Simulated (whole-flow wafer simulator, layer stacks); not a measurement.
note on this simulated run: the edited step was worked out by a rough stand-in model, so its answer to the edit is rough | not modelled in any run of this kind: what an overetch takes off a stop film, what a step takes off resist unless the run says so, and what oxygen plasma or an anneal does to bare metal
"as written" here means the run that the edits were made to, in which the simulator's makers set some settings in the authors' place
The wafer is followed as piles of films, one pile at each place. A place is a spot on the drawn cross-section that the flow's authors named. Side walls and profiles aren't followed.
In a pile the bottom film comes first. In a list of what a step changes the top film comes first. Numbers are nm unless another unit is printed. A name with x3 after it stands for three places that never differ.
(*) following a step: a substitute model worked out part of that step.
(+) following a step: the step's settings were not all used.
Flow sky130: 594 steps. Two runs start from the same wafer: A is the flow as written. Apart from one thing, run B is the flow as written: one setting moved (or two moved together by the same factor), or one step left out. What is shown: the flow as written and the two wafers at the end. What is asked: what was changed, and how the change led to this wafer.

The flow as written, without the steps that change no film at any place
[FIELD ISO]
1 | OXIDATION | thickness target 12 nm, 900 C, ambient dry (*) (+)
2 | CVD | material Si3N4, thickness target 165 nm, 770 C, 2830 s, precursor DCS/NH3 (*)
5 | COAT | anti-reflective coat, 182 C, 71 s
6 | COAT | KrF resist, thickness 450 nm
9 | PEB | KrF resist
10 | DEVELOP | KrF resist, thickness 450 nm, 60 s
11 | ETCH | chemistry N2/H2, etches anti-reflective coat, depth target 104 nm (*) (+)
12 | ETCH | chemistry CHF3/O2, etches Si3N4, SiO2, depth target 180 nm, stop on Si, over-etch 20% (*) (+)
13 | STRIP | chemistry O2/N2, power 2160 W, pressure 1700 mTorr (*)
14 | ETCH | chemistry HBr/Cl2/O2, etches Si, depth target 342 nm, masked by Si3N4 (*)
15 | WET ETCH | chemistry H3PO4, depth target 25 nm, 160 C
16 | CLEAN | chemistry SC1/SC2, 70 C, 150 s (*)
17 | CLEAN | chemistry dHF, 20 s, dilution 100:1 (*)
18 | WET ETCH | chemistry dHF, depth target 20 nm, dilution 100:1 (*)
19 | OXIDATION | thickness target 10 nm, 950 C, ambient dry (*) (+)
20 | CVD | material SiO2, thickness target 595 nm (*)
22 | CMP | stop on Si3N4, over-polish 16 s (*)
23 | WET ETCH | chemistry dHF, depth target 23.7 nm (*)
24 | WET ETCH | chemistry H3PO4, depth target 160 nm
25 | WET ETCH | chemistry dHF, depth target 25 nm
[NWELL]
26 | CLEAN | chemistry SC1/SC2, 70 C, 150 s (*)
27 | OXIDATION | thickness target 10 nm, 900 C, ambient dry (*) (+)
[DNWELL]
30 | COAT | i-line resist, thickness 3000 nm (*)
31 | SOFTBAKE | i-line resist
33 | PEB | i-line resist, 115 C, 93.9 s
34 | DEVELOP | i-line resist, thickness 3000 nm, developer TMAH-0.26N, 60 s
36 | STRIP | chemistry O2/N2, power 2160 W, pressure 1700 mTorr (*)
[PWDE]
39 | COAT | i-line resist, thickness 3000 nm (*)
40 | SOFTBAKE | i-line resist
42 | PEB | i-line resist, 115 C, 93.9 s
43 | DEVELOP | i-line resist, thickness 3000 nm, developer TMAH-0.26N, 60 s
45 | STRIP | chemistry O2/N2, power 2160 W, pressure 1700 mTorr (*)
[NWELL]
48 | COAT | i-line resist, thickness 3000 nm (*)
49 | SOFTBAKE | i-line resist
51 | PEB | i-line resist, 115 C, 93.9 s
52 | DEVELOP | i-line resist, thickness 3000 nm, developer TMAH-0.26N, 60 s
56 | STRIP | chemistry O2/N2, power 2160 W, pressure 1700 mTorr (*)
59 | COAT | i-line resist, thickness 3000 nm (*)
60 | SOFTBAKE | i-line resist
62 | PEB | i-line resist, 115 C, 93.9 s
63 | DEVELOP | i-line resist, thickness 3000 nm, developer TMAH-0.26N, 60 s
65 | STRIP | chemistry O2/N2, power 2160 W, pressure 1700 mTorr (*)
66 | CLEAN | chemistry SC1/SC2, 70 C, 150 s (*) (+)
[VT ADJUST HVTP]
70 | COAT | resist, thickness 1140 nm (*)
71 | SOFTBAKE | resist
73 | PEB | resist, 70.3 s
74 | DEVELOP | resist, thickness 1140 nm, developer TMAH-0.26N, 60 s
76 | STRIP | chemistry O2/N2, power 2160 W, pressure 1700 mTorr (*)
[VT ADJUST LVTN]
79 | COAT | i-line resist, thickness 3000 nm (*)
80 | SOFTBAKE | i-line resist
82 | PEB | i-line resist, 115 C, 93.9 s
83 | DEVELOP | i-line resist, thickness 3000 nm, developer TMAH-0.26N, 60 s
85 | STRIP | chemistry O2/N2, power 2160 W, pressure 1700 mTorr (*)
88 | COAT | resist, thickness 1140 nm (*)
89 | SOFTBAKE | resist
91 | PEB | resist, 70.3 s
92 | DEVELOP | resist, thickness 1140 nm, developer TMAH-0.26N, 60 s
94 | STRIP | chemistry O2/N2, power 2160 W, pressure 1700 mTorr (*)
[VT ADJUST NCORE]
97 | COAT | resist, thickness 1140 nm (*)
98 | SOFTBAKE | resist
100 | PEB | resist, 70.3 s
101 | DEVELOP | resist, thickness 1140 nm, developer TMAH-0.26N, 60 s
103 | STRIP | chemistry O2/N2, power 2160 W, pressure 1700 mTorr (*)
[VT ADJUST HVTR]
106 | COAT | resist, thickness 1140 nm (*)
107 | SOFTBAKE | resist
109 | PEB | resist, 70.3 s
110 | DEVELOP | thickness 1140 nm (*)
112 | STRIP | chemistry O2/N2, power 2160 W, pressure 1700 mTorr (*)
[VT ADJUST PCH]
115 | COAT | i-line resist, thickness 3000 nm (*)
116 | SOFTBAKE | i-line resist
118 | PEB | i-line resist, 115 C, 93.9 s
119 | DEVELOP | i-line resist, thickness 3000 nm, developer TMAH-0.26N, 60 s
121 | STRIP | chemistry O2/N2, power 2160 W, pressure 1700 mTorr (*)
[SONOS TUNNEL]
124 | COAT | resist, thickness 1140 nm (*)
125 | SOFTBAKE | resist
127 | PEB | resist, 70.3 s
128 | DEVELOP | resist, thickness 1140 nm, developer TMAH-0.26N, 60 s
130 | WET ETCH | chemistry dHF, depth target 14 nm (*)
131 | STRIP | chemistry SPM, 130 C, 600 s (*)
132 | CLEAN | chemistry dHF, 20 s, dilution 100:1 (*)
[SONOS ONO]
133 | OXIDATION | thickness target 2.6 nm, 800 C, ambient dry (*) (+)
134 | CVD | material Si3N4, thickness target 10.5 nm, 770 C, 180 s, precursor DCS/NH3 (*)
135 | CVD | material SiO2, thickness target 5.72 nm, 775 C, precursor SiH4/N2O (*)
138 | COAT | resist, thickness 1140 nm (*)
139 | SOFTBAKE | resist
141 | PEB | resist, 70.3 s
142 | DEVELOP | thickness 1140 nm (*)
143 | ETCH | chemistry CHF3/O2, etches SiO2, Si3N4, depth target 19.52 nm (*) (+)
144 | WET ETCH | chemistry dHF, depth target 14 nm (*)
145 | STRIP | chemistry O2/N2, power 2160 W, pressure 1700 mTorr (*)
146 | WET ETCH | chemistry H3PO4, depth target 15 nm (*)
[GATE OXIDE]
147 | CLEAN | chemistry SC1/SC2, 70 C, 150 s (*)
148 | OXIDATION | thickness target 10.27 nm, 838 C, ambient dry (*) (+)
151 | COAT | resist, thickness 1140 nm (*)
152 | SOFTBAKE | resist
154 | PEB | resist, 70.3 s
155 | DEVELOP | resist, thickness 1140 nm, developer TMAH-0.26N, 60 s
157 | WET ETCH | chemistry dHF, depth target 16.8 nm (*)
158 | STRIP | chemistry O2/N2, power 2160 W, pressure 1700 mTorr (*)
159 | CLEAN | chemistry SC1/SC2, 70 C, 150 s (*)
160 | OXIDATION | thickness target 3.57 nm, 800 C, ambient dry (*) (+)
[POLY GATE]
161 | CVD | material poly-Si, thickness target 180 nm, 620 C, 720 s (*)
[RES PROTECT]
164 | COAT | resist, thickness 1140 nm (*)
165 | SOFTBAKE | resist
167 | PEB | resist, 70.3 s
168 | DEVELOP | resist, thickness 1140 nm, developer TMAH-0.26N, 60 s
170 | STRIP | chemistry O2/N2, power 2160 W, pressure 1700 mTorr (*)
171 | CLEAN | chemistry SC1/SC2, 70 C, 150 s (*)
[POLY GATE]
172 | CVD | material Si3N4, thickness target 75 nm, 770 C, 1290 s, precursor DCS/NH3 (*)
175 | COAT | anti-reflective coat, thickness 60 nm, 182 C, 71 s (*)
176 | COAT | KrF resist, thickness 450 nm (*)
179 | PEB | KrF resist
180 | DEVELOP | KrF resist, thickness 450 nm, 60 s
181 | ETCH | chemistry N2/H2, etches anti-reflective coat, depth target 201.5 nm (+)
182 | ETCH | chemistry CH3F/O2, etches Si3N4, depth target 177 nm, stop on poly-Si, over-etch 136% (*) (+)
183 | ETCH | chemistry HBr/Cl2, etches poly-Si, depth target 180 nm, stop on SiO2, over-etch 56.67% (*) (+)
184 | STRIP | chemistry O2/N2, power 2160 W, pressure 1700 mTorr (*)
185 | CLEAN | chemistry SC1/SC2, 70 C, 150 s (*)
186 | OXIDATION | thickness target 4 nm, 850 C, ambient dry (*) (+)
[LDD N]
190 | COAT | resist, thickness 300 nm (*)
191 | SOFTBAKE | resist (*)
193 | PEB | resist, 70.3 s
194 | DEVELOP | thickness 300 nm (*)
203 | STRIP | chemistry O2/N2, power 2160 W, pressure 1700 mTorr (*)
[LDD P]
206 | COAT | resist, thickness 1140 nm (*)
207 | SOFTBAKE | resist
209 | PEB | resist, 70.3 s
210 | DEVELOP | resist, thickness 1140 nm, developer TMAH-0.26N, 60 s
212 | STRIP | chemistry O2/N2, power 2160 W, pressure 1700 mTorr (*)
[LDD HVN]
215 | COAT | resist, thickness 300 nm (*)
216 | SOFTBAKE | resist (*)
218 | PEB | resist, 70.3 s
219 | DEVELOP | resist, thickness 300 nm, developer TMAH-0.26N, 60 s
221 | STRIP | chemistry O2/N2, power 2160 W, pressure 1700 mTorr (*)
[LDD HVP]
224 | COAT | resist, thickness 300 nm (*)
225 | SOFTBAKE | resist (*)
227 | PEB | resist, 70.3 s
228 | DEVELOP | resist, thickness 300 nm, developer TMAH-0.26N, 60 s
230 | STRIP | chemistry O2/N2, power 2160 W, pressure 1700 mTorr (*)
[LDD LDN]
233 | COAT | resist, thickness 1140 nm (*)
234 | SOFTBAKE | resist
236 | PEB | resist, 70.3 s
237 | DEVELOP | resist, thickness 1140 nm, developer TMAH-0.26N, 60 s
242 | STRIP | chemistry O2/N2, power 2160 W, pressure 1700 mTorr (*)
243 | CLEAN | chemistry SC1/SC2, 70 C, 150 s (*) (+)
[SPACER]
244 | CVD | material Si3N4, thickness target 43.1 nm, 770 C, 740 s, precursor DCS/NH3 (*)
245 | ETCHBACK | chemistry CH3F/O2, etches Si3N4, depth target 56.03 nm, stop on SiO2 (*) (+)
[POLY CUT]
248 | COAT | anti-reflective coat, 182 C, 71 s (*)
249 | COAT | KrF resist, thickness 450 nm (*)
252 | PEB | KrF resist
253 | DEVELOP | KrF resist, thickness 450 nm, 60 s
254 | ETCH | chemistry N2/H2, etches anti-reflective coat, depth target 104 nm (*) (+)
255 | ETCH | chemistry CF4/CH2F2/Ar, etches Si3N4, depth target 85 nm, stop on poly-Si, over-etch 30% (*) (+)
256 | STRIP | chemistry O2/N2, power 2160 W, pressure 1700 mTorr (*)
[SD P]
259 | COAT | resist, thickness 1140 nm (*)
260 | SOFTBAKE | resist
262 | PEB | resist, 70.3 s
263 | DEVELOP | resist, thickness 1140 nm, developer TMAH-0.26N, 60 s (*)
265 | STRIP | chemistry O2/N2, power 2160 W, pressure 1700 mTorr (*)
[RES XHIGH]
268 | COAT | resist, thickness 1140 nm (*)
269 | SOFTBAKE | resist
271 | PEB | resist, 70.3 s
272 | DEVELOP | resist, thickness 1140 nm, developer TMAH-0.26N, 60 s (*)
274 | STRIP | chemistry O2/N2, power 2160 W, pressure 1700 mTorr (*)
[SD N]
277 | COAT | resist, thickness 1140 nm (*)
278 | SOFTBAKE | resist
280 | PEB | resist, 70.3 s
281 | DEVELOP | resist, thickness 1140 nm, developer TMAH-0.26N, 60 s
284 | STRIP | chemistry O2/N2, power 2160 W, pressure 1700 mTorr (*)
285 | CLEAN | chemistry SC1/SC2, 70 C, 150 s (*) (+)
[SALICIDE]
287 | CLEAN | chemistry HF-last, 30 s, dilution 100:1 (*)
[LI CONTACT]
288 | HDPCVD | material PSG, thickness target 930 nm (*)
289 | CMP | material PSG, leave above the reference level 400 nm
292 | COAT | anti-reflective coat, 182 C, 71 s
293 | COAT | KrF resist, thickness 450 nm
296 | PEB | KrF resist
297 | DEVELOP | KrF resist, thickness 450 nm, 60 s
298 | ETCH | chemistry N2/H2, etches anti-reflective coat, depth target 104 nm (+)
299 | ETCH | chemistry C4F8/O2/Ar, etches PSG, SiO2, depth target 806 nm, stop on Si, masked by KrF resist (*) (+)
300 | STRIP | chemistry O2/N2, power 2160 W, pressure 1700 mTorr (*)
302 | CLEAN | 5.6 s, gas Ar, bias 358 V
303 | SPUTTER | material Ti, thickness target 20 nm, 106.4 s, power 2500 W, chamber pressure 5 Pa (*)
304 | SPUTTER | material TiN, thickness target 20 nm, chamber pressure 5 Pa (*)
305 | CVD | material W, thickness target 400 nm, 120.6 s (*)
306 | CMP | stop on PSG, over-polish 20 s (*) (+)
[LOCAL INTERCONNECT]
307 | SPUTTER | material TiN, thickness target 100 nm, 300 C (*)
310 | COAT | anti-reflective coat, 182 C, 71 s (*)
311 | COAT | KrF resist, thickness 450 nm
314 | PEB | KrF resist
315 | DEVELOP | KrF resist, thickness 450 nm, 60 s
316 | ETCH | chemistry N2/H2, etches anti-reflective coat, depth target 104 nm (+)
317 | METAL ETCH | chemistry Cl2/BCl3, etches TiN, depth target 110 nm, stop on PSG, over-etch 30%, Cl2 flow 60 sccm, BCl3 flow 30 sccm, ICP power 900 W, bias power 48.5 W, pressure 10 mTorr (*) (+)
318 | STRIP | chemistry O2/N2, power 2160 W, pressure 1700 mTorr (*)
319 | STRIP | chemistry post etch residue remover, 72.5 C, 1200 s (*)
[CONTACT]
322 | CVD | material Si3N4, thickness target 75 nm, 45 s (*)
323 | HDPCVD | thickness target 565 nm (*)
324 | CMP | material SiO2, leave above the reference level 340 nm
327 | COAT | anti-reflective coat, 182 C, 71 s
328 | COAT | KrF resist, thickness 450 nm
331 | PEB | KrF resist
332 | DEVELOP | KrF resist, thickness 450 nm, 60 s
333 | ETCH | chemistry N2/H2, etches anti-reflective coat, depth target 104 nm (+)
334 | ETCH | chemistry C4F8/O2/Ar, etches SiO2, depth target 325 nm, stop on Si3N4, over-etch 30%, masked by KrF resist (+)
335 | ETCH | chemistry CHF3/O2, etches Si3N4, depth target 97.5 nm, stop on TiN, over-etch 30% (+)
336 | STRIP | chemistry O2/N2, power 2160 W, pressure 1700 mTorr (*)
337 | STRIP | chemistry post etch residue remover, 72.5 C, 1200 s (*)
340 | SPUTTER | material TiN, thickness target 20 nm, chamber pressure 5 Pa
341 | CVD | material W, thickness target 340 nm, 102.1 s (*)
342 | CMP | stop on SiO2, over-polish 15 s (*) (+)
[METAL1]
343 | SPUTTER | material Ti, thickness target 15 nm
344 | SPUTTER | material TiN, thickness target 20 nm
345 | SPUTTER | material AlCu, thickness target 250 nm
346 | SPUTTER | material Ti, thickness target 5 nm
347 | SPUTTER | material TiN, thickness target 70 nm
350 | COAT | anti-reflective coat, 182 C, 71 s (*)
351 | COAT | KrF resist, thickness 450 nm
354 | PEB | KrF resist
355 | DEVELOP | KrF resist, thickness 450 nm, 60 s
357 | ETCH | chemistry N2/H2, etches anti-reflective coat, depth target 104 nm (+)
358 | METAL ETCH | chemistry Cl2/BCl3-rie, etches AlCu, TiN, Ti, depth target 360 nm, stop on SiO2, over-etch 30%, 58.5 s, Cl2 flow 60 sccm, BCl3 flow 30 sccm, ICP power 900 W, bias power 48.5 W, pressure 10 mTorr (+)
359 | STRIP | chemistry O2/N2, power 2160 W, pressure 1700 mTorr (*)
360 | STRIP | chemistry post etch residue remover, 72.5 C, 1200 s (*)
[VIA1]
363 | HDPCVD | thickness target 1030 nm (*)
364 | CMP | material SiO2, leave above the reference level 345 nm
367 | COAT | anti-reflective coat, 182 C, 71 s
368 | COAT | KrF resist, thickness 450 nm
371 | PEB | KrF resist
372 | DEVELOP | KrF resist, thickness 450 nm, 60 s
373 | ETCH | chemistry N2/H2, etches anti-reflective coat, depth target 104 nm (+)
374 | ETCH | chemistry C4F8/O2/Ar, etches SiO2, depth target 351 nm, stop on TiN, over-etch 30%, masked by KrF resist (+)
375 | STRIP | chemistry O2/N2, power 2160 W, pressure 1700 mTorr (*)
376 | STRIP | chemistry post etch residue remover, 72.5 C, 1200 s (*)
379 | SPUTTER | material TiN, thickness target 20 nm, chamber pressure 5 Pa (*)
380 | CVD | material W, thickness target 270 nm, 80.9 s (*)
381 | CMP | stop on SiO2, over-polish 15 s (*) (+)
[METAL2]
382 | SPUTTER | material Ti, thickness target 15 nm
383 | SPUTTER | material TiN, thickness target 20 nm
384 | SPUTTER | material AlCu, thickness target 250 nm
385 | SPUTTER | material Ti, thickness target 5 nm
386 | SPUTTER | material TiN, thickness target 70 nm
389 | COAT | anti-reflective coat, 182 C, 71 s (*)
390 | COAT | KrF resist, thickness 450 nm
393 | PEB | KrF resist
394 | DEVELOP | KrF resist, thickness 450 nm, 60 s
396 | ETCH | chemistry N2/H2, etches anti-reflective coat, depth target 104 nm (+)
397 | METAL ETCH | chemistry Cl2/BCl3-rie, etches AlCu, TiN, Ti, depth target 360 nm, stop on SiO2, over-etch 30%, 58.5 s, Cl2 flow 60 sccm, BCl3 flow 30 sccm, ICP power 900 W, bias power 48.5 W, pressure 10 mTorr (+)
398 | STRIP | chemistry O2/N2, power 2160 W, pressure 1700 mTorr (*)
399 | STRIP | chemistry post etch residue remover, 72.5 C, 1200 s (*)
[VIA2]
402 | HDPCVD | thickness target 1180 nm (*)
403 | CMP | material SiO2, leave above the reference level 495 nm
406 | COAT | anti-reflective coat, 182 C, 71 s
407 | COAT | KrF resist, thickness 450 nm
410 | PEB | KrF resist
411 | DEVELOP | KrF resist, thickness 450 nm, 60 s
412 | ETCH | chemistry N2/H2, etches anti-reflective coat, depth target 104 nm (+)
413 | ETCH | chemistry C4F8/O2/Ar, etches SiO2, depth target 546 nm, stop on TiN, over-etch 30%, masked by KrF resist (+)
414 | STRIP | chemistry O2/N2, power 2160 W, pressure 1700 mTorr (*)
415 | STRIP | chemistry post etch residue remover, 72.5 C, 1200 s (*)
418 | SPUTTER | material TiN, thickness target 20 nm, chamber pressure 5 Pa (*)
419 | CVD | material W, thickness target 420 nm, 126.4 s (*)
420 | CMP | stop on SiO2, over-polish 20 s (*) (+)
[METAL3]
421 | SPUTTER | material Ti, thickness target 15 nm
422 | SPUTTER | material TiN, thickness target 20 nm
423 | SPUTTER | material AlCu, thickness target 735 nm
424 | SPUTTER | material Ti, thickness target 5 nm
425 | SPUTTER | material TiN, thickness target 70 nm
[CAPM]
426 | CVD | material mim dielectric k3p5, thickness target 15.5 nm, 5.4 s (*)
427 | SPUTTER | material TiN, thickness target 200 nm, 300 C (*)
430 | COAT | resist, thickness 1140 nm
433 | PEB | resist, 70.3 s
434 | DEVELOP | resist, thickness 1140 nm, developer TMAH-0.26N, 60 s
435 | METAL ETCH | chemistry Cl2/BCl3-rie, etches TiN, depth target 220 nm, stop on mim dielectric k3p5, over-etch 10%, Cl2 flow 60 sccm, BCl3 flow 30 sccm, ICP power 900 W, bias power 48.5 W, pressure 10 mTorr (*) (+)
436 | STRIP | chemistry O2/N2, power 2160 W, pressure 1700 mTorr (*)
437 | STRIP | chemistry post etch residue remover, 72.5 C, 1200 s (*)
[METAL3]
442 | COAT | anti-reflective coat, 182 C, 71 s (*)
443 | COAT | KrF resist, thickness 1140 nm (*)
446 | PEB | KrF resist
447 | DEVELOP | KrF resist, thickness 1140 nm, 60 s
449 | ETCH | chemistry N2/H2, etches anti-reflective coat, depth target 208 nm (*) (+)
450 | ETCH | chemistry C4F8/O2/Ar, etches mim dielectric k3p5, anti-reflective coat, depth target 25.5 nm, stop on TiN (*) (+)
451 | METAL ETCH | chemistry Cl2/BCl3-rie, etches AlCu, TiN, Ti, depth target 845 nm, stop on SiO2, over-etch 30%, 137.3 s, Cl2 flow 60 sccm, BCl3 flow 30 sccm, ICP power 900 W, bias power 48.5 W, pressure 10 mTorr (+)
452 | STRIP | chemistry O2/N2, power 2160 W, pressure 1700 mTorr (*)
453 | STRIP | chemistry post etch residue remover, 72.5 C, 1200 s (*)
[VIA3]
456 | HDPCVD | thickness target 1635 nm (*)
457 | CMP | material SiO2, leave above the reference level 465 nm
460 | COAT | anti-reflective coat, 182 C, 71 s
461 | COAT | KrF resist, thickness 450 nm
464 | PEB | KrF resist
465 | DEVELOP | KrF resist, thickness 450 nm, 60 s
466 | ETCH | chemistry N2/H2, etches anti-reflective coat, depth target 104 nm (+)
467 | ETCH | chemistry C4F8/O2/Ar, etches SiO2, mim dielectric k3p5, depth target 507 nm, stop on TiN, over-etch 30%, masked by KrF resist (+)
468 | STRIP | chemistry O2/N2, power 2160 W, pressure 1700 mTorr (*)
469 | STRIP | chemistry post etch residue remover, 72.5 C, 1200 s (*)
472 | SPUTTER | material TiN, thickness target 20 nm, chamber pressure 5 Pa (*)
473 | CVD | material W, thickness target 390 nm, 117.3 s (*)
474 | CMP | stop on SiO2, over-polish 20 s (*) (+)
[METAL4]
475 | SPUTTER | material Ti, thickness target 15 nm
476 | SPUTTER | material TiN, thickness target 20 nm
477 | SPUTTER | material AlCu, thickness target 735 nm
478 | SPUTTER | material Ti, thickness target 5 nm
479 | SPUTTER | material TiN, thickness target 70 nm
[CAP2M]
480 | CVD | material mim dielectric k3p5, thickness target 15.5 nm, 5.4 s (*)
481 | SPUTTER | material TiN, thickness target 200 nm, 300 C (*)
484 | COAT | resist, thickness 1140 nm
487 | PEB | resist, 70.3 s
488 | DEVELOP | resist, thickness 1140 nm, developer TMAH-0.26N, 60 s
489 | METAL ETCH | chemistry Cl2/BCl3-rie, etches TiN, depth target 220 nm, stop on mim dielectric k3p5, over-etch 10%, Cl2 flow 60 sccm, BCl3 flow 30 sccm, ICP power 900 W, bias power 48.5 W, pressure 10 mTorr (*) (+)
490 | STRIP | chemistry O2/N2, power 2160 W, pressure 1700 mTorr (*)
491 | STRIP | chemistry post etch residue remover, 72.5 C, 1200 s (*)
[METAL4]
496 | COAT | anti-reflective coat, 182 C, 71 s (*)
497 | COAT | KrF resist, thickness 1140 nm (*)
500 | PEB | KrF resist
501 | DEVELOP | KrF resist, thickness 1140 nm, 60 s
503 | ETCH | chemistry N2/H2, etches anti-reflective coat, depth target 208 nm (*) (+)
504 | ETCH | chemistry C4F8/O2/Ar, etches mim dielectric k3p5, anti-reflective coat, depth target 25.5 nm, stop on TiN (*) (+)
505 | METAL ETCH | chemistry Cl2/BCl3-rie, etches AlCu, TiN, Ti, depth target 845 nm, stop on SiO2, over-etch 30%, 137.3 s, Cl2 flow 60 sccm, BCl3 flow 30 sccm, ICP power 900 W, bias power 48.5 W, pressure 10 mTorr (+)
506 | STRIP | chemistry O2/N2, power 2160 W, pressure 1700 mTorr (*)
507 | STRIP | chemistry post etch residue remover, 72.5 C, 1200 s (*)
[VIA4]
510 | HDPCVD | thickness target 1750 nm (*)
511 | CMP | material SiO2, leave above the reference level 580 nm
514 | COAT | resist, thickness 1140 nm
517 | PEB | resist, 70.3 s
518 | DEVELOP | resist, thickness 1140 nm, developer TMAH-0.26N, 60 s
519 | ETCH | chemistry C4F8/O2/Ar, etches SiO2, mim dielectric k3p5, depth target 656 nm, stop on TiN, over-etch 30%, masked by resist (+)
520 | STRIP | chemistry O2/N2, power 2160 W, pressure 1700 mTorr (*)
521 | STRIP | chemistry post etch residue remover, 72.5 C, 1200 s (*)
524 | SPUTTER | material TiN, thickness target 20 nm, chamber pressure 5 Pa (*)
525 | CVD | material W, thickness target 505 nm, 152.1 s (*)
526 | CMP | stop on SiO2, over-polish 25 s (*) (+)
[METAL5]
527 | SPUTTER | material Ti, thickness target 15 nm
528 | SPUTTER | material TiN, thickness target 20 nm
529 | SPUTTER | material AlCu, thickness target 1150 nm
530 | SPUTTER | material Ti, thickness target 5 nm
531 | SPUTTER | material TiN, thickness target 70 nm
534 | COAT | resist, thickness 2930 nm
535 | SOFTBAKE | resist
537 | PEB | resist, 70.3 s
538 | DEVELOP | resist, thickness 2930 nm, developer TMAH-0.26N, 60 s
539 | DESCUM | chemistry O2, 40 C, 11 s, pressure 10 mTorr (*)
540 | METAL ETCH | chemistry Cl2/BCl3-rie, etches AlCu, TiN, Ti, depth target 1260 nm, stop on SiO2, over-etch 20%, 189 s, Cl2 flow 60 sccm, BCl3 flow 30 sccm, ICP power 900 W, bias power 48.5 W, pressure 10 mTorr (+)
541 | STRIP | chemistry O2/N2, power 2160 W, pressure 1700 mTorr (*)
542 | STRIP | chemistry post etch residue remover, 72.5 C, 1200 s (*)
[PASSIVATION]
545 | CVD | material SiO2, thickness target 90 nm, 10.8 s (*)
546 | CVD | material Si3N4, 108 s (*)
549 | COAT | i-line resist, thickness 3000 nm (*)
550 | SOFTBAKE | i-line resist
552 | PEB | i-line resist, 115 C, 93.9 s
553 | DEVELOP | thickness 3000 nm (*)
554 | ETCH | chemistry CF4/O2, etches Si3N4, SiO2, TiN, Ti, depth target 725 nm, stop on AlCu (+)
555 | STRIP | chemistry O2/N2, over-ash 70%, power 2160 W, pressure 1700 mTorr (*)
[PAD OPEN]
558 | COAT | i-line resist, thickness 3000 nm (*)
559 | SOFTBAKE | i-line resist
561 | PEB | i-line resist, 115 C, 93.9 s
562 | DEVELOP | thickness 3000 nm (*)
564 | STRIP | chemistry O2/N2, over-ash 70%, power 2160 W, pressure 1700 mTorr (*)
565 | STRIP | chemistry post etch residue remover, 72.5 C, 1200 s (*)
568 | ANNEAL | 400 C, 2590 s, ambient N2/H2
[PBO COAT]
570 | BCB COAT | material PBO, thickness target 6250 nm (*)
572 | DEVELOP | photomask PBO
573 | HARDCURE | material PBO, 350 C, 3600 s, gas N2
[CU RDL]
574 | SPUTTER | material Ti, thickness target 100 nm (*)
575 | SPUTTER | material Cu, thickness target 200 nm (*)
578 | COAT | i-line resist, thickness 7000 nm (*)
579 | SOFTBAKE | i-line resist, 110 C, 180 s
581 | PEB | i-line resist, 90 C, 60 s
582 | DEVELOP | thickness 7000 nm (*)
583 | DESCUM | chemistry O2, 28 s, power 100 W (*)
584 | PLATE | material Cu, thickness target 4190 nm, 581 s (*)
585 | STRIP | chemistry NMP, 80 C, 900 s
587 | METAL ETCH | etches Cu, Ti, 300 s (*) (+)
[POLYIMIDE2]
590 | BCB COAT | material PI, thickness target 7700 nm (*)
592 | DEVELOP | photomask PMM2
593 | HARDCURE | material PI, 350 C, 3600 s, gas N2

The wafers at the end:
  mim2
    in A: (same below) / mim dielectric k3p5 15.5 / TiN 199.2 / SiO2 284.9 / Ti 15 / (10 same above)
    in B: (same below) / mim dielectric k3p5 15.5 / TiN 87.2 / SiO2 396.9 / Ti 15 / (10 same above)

What caused this: step 481, SPUTTER: thickness target 88 nm was run, though the flow has thickness target 200 nm.

How this came from the change, step by step:
  481 | SPUTTER | material TiN, thickness target 200 nm, 300 C (*)
      field, active, n_well and 189 more: A TiN gains 200 (new film) | B TiN gains 88 (new film)
  489 | METAL ETCH | chemistry Cl2/BCl3-rie, etches TiN, depth target 220 nm, stop on mim dielectric k3p5, over-etch 10%, Cl2 flow 60 sccm, BCl3 flow 30 sccm, ICP power 900 W, bias power 48.5 W, pressure 10 mTorr (*) (+)
      field, active, n_well and 188 more: A TiN loses 200 (all of it) | B TiN loses 88 (all of it)
      mim2: A resist loses 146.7 | B resist loses 64.5
  490 | STRIP | chemistry O2/N2, power 2160 W, pressure 1700 mTorr (*)
      mim2: A resist loses 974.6 (all of it) | B resist loses 1056.7 (all of it)
  496 | COAT | anti-reflective coat, 182 C, 71 s (*)
      iso_guard__w2: A anti-reflective coat gains 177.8 (new film) | B anti-reflective coat gains 109.7 (new film)
      mim2: A anti-reflective coat gains 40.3 (new film) | B anti-reflective coat gains 34.8 (new film)
  497 | COAT | KrF resist, thickness 1140 nm (*)
      iso_guard__w2: A KrF resist gains 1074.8 (new film) | B KrF resist gains 1120.8 (new film)
      mim2: A KrF resist gains 1018.9 (new film) | B KrF resist gains 1109.5 (new film)
  506 | STRIP | chemistry O2/N2, power 2160 W, pressure 1700 mTorr (*)
      iso_guard__w2: A KrF resist loses 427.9 (all of it), anti-reflective coat loses 177.8 (all of it) | B KrF resist loses 473.8 (all of it), anti-reflective coat loses 109.7 (all of it)
      mim2: A KrF resist loses 372.1 (all of it), anti-reflective coat loses 40.3 (all of it) | B KrF resist loses 462.5 (all of it), anti-reflective coat loses 34.8 (all of it)
  511 | CMP | material SiO2, leave above the reference level 580 nm
      mim2: A SiO2 loses 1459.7 | B SiO2 loses 1347.7
